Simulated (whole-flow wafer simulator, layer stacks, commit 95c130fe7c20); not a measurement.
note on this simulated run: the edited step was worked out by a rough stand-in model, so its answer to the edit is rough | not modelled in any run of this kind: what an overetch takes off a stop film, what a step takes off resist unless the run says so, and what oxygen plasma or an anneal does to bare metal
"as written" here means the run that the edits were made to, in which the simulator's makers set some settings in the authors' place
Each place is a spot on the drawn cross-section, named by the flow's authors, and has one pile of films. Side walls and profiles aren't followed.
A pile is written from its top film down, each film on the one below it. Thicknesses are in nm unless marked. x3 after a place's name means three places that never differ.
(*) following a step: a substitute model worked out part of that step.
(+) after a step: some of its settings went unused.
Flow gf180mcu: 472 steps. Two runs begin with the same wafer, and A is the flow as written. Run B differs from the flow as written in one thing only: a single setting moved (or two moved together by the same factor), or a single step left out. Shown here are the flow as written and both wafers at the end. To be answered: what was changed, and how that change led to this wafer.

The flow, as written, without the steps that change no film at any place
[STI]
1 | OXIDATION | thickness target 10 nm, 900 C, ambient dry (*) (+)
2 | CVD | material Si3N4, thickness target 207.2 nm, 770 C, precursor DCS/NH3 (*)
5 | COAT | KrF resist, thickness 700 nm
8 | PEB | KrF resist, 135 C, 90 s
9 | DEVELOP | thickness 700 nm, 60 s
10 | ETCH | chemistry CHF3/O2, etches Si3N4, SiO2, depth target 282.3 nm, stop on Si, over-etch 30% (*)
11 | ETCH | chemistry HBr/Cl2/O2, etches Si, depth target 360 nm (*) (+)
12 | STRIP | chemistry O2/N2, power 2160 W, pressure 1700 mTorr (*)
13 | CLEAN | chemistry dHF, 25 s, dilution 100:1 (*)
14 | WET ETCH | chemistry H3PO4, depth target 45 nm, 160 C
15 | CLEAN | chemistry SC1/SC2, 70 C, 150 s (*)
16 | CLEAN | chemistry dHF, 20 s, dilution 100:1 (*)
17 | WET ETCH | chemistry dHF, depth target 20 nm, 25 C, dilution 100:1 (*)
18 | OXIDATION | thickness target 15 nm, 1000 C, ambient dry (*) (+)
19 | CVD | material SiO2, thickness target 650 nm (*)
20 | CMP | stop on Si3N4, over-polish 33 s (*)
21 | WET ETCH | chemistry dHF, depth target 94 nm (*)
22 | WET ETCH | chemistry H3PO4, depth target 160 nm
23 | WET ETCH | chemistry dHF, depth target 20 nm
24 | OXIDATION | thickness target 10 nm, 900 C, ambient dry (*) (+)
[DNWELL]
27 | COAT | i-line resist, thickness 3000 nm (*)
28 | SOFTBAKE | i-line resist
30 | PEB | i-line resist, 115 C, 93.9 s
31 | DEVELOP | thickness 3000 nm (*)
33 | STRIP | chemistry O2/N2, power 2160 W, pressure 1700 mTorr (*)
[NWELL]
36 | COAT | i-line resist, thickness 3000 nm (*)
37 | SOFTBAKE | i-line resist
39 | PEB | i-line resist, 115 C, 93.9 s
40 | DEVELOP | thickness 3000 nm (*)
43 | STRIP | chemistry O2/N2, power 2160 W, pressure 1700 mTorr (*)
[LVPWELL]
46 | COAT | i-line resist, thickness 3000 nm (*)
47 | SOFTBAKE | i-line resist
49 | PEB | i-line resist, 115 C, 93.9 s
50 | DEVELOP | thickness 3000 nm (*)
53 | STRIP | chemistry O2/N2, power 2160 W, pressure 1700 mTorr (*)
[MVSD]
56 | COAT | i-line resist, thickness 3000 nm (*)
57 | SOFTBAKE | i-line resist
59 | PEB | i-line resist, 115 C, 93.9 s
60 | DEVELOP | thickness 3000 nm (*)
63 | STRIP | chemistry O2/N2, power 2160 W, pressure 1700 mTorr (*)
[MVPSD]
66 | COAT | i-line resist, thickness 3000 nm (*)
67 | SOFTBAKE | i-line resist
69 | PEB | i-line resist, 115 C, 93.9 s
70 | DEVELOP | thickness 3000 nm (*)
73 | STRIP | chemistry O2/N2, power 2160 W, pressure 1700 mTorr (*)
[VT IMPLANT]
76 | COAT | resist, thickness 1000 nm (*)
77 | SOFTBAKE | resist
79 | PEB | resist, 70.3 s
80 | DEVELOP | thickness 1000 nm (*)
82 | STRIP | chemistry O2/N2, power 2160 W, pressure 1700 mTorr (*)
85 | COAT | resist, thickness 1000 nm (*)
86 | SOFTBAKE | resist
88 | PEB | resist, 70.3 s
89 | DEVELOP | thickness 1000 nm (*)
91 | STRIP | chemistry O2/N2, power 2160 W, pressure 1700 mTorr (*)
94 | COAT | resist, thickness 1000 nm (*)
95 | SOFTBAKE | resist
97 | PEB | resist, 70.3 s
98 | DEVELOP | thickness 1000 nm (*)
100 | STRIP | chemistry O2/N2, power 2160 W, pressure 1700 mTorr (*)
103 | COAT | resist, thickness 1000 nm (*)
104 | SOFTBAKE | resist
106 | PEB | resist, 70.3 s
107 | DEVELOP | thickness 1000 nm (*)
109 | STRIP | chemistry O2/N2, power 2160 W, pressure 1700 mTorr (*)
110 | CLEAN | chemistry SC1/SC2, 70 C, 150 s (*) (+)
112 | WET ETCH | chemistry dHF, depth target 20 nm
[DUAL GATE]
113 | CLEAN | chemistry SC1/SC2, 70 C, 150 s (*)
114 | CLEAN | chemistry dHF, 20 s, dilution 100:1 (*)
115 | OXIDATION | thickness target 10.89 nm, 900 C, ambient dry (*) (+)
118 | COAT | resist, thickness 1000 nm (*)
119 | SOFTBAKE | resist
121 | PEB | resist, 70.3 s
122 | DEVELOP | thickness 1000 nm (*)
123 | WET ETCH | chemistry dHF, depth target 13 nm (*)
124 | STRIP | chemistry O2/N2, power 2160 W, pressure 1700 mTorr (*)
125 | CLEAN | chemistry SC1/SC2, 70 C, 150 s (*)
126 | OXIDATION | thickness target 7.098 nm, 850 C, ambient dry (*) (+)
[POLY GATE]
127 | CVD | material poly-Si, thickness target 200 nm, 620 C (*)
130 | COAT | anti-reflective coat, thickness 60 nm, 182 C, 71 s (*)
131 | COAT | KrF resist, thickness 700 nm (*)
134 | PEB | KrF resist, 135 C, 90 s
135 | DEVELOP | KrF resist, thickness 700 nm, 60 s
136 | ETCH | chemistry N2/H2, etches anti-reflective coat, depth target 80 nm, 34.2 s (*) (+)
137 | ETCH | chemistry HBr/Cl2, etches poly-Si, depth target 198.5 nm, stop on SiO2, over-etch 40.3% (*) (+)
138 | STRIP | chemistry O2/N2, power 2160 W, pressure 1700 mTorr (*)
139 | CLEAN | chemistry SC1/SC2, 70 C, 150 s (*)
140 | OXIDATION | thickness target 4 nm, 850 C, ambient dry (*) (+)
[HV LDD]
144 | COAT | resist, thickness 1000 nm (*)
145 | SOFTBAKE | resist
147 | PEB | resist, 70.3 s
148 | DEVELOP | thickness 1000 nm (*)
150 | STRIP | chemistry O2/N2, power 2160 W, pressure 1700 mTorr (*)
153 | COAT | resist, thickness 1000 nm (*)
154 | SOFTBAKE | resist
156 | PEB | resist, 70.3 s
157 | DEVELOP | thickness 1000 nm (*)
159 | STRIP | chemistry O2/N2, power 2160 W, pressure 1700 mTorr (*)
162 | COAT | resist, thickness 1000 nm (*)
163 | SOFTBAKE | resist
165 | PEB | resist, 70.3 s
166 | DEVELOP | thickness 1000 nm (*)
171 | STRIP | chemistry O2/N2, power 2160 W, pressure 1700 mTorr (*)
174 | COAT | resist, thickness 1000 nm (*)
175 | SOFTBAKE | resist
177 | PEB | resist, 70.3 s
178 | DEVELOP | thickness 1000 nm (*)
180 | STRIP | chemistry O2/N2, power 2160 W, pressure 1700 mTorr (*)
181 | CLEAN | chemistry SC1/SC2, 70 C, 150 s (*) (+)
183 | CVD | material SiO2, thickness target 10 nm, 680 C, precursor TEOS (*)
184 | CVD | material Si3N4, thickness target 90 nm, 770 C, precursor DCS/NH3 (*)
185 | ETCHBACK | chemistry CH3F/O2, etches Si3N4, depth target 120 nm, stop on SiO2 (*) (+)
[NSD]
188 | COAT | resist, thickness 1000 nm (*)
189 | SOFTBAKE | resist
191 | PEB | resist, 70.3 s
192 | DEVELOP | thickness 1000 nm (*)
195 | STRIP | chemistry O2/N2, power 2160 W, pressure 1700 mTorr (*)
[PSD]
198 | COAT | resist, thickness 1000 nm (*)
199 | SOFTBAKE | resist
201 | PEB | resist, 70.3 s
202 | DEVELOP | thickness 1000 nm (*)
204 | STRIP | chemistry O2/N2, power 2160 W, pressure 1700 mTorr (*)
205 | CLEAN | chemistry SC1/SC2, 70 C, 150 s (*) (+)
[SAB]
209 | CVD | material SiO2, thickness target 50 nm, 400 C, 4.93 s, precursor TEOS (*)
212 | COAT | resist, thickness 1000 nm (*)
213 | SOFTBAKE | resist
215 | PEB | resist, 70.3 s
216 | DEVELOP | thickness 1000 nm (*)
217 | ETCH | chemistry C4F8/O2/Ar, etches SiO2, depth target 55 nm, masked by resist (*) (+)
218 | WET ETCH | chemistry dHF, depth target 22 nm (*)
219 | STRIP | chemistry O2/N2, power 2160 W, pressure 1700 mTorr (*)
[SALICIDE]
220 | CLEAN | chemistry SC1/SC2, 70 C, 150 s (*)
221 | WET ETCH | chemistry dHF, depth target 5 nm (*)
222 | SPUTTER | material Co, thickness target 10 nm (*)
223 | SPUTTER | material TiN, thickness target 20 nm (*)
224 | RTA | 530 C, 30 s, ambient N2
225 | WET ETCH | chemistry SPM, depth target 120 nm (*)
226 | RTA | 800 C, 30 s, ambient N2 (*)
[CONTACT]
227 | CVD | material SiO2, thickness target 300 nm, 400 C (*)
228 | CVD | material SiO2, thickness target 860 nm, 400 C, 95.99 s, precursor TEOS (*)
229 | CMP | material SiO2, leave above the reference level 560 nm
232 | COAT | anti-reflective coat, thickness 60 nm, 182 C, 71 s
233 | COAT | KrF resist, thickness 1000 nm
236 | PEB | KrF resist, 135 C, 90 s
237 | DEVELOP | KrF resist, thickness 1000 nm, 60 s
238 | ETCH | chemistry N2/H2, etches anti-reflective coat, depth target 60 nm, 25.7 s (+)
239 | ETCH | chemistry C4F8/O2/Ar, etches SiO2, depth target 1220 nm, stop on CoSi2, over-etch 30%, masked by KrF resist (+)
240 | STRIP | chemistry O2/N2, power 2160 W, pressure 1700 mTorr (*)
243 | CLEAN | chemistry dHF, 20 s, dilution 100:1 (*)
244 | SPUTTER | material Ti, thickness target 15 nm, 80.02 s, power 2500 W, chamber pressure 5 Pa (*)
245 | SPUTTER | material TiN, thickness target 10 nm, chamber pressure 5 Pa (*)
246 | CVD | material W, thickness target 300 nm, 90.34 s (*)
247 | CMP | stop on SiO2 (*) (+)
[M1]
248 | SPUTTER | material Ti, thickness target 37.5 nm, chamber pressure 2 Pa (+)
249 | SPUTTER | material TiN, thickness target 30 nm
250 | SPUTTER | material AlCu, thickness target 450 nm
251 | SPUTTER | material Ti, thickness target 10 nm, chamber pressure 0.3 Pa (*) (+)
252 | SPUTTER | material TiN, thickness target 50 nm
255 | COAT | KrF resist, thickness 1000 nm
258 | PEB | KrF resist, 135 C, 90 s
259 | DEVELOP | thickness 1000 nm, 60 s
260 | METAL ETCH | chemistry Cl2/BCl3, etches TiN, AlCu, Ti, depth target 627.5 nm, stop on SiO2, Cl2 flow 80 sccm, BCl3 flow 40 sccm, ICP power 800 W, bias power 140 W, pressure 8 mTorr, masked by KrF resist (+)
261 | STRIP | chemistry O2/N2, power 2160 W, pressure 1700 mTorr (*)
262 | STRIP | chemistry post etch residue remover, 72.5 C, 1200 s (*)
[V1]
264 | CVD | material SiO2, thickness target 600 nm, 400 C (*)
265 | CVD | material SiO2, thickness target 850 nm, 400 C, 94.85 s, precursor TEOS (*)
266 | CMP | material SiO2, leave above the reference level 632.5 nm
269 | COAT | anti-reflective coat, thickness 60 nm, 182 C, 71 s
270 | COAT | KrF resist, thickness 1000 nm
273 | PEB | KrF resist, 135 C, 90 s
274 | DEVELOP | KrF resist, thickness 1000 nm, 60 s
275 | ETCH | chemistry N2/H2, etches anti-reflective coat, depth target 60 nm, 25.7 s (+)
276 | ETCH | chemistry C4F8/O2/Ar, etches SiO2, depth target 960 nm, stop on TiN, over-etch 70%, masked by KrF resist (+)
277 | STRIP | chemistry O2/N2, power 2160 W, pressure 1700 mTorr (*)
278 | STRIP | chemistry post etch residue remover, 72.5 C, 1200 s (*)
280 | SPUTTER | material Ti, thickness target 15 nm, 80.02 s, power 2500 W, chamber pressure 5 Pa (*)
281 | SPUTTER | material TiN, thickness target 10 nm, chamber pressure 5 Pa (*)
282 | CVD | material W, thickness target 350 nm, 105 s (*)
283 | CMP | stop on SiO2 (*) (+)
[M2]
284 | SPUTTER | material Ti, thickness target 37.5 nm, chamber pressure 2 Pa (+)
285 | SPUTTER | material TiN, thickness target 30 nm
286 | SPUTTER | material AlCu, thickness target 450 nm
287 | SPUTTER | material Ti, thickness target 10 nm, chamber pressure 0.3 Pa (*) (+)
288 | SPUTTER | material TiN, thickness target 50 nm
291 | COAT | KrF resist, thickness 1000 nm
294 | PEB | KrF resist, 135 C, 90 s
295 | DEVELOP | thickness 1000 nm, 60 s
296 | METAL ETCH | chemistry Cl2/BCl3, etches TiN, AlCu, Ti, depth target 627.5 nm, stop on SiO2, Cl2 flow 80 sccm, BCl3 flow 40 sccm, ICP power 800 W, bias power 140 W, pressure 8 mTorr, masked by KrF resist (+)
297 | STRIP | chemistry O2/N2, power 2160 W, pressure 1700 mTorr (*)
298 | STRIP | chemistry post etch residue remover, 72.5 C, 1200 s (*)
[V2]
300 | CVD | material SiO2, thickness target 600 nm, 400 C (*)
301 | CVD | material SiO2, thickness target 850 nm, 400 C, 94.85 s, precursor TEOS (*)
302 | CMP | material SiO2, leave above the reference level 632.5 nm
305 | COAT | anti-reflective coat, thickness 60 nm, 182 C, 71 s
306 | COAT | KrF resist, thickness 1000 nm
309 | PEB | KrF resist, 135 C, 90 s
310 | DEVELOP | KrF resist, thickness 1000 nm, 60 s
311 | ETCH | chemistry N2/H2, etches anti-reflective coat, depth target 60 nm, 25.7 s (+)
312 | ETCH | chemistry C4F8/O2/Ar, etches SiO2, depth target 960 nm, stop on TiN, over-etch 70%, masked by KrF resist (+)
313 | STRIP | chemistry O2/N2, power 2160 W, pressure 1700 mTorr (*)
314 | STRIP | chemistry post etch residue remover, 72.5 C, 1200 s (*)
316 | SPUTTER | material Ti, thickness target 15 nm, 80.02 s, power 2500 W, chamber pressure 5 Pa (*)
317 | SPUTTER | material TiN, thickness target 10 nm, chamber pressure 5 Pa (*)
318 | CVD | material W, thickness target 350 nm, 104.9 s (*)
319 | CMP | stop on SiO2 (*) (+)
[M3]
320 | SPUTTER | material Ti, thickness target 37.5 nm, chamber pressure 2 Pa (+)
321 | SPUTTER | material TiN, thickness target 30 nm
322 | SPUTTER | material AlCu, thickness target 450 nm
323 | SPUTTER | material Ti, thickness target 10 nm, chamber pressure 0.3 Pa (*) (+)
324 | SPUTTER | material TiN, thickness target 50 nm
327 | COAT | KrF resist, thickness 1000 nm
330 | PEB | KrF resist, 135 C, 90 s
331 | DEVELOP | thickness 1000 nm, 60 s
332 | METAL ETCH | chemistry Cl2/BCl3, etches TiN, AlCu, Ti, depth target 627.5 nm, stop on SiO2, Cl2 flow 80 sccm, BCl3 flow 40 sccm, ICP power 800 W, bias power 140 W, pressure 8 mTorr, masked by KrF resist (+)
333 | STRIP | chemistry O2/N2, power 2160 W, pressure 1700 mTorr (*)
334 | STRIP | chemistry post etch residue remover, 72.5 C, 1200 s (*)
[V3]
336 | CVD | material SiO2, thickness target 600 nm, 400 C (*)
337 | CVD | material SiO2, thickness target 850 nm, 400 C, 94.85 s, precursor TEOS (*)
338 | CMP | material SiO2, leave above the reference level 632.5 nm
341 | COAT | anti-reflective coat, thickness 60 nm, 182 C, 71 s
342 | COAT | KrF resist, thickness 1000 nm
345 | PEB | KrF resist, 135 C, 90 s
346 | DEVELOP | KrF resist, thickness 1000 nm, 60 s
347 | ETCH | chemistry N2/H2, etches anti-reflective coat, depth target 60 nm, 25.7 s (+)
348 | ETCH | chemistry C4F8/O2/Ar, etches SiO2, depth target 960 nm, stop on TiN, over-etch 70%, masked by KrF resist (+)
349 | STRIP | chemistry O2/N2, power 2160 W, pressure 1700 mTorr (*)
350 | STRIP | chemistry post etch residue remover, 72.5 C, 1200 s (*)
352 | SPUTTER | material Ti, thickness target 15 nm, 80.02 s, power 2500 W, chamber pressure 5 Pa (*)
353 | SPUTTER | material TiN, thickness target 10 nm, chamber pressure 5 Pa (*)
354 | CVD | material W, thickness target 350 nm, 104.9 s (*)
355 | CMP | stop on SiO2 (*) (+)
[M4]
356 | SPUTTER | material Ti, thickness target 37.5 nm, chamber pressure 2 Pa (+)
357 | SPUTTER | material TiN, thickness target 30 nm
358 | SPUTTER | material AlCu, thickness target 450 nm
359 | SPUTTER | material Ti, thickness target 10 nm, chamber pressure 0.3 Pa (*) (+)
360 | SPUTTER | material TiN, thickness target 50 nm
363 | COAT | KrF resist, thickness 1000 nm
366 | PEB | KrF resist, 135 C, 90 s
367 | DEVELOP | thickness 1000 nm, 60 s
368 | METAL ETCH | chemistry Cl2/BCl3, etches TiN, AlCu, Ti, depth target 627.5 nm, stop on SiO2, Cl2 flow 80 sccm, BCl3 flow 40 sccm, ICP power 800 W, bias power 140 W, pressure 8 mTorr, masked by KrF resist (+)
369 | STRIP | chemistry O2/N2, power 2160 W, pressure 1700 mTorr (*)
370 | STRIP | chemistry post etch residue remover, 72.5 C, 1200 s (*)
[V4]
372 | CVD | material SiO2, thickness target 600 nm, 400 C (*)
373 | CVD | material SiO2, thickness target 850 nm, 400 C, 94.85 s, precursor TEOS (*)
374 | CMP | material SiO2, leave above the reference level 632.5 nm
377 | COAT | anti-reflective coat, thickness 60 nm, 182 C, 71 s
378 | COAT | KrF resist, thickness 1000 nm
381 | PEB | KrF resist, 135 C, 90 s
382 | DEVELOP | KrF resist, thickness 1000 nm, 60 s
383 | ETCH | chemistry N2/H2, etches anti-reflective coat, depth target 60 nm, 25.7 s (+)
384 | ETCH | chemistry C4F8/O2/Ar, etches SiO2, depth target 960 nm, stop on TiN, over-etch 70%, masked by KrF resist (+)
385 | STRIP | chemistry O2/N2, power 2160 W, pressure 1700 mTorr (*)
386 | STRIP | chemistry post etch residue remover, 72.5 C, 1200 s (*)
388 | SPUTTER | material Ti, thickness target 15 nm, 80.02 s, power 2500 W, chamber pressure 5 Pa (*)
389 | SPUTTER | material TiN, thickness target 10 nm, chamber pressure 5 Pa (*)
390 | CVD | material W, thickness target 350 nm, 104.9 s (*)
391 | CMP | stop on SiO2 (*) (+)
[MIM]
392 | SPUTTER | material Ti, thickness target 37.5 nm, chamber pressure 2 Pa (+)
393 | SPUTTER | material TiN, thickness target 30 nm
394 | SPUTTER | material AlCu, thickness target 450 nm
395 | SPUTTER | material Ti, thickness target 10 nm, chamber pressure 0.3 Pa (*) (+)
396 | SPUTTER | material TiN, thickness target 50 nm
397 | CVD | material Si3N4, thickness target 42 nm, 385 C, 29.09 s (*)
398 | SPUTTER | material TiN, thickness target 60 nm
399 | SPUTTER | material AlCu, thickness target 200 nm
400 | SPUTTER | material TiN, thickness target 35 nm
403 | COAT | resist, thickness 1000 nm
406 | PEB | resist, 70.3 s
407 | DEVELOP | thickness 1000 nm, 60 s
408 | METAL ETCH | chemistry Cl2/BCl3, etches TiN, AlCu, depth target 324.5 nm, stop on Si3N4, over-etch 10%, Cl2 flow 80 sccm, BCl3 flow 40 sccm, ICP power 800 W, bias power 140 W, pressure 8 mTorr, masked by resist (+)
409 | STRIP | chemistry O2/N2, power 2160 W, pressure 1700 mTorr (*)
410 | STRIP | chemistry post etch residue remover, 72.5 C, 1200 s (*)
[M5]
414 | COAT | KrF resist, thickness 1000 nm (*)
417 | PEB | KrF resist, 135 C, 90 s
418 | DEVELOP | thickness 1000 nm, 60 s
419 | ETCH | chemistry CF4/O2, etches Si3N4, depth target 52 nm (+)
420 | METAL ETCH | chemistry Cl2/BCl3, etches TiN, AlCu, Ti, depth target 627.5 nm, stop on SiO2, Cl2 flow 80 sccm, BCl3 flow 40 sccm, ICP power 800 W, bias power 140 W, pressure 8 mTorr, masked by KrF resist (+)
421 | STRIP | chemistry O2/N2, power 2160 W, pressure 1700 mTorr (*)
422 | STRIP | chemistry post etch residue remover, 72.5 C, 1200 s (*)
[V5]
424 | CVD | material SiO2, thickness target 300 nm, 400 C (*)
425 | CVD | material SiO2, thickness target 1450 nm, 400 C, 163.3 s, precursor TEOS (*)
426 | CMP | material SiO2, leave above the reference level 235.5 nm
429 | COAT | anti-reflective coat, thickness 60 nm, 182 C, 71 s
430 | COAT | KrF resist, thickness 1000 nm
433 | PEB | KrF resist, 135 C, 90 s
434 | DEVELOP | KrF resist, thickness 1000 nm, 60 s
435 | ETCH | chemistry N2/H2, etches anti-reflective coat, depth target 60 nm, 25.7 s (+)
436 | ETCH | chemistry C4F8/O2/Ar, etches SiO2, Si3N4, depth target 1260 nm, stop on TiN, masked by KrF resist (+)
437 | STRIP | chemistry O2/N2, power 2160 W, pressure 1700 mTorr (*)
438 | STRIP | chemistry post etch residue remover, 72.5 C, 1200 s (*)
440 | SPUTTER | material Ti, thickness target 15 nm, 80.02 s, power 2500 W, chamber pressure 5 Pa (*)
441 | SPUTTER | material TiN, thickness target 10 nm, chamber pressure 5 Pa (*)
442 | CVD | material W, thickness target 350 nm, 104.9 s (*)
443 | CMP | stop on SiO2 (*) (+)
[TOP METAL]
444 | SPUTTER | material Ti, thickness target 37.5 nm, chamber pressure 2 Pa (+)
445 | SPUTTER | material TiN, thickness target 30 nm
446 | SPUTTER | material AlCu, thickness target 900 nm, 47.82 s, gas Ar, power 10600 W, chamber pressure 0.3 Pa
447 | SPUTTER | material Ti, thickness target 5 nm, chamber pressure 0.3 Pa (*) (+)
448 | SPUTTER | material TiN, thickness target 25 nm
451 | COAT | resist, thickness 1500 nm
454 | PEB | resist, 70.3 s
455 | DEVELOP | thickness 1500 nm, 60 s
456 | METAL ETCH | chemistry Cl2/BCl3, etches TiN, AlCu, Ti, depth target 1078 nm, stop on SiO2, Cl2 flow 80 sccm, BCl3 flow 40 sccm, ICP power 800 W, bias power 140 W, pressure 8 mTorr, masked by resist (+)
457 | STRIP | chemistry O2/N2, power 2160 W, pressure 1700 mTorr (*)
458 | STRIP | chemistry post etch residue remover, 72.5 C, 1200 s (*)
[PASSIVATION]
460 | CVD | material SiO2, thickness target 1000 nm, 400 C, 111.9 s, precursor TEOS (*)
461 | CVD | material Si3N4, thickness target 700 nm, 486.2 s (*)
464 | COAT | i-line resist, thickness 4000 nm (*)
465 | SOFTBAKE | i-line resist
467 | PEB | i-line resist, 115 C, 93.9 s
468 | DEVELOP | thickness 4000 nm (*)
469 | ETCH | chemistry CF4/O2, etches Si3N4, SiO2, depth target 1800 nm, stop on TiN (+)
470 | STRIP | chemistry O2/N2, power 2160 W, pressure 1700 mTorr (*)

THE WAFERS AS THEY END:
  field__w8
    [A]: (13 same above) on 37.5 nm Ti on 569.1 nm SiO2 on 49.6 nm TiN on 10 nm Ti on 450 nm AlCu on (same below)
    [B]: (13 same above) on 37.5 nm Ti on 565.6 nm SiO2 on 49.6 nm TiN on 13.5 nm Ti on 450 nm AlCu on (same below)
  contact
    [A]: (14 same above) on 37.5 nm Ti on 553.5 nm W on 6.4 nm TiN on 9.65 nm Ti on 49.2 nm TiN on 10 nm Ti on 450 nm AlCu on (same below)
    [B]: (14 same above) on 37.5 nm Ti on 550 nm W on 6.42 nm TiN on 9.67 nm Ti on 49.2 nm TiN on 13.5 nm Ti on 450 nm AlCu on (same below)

Cause: step 359, SPUTTER: thickness target 13.5 nm was run, whereas the flow has thickness target 10 nm.
One can read it off the wafer: field__w8 has Ti 13.5, and step 359 as written asks for 10 nm.

The path from the change to this, step by step:
  359 | SPUTTER | material Ti, thickness target 10 nm, chamber pressure 0.3 Pa (*) (+)
      field, field__w1, field__w2 and 108 more: A Ti gains 10 (new film) | B Ti gains 13.5 (new film)
  368 | METAL ETCH | chemistry Cl2/BCl3, etches TiN, AlCu, Ti, depth target 627.5 nm, stop on SiO2, Cl2 flow 80 sccm, BCl3 flow 40 sccm, ICP power 800 W, bias power 140 W, pressure 8 mTorr, masked by KrF resist (+)
      field, field__w1, field__w2 and 103 more: A TiN loses 50 (all of it), Ti loses 10 (all of it), AlCu loses 450 (all of it), TiN loses 30 (all of it), Ti loses 37.5 (all of it) | B TiN loses 50 (all of it), Ti loses 13.5 (all of it), AlCu loses 450 (all of it), TiN loses 30 (all of it), Ti loses 37.5 (all of it)
